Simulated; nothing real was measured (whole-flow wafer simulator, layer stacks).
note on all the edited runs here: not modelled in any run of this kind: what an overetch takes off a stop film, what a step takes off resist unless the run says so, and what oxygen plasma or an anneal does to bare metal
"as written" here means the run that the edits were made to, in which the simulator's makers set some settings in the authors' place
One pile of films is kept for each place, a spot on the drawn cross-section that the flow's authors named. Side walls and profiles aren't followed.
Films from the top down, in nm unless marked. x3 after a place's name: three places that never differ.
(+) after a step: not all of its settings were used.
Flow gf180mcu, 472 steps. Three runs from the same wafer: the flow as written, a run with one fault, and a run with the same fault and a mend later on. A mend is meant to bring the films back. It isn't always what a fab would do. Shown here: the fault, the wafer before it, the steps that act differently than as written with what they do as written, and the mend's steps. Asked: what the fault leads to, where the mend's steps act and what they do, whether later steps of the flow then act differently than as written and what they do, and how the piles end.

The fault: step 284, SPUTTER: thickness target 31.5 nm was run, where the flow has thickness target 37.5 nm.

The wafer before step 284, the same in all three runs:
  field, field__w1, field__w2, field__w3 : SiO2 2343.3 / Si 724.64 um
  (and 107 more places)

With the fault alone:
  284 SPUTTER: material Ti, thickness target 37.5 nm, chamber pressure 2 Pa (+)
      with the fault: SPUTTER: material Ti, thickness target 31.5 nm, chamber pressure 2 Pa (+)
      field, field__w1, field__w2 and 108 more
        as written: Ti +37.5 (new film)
        with the fault: Ti +31.5 (new film)
  Later steps of the flow that act differently than as written (1 more step differs only slightly, by at most 2% or 0.5 nm, whichever is larger, and isn't shown):
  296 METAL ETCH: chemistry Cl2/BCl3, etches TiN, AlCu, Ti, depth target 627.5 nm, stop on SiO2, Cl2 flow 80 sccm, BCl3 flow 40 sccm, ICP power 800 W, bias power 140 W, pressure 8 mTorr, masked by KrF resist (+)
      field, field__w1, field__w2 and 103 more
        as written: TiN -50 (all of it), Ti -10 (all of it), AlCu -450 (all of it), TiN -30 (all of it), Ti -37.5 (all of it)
        with the fault: TiN -50 (all of it), Ti -10 (all of it), AlCu -450 (all of it), TiN -30 (all of it), Ti -31.5 (all of it)
  At the end the piles differ from the flow's by more than 2% or 0.5 nm, whichever is larger, at field__w8, contact, m1, m1__w1, m1_nw.
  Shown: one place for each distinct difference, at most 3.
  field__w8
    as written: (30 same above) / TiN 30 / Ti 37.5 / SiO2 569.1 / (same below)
    with the fault: (30 same above) / TiN 30 / Ti 31.5 / SiO2 569.1 / (same below)
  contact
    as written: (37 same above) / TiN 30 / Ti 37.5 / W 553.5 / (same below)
    with the fault: (37 same above) / TiN 30 / Ti 31.5 / W 553.5 / (same below)

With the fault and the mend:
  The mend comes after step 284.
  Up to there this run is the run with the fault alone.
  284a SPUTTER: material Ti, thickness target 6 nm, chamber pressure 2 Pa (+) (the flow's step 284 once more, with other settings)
      field, field__w1, field__w2 and 108 more
        Ti +6
  No later step of the flow acts differently than as written at any place that is followed.
  At the end the piles are the same as the flow's at every place that both follow.
